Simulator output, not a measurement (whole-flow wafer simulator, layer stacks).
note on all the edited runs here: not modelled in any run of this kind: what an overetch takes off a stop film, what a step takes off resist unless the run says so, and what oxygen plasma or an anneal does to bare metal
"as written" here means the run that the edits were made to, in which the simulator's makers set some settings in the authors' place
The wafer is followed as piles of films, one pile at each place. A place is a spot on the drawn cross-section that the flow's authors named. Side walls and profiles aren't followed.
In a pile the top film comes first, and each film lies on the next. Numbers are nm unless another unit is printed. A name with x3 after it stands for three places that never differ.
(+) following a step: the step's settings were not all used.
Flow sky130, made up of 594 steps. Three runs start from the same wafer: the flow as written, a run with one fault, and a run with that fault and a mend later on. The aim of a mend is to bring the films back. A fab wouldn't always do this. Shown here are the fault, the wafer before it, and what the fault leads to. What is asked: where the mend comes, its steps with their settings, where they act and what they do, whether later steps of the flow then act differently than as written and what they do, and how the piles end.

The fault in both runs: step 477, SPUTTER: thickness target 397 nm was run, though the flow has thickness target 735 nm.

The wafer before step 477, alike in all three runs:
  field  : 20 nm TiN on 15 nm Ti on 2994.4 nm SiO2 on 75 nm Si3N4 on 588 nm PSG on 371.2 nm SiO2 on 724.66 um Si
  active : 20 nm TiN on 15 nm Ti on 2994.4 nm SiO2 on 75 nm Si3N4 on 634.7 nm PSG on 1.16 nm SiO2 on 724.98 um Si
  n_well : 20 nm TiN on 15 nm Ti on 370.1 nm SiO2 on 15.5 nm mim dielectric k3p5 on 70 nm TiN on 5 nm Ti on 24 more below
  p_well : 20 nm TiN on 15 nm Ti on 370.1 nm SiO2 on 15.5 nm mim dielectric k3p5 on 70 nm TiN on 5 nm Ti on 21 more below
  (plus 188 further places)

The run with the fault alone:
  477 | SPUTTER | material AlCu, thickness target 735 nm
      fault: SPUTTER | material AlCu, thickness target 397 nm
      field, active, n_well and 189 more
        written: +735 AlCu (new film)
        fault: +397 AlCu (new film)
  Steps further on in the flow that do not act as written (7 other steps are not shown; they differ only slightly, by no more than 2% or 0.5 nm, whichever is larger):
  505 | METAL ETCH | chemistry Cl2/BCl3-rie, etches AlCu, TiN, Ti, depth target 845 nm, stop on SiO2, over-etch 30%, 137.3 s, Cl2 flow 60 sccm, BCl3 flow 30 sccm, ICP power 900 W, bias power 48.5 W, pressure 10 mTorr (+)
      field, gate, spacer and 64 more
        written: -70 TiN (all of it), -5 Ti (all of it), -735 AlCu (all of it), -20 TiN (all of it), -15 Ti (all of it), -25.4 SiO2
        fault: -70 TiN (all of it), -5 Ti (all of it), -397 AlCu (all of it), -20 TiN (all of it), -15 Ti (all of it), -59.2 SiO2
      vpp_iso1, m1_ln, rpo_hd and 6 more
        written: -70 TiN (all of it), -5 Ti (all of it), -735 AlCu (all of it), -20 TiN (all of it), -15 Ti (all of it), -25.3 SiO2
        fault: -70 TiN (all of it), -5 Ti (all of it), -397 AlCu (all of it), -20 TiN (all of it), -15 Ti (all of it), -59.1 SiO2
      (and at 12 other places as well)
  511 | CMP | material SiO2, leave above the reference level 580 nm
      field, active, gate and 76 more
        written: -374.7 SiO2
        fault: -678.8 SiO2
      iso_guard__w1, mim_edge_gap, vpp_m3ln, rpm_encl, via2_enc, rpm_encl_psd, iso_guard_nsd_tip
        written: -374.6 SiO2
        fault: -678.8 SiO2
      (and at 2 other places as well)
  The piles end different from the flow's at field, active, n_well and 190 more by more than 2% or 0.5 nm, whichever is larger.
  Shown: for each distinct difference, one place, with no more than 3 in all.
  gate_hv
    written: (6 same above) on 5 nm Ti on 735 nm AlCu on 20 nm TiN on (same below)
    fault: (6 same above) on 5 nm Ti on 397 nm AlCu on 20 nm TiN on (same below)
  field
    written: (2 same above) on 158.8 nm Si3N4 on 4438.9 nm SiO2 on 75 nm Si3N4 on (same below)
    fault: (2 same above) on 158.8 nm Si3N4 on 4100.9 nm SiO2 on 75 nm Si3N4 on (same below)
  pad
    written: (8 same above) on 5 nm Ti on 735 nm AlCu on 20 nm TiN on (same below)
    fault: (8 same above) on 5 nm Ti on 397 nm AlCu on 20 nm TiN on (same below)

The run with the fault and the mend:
  The mend stands after step 477.
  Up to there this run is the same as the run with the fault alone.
  477a | SPUTTER | material AlCu, thickness target 338 nm (the flow's step 477, run once more with other settings)
      field, active, n_well and 189 more
        +338 AlCu
  Later steps of the flow that are run all act as written at every place that is followed.
  The piles end the same as the flow's at every place that both follow.
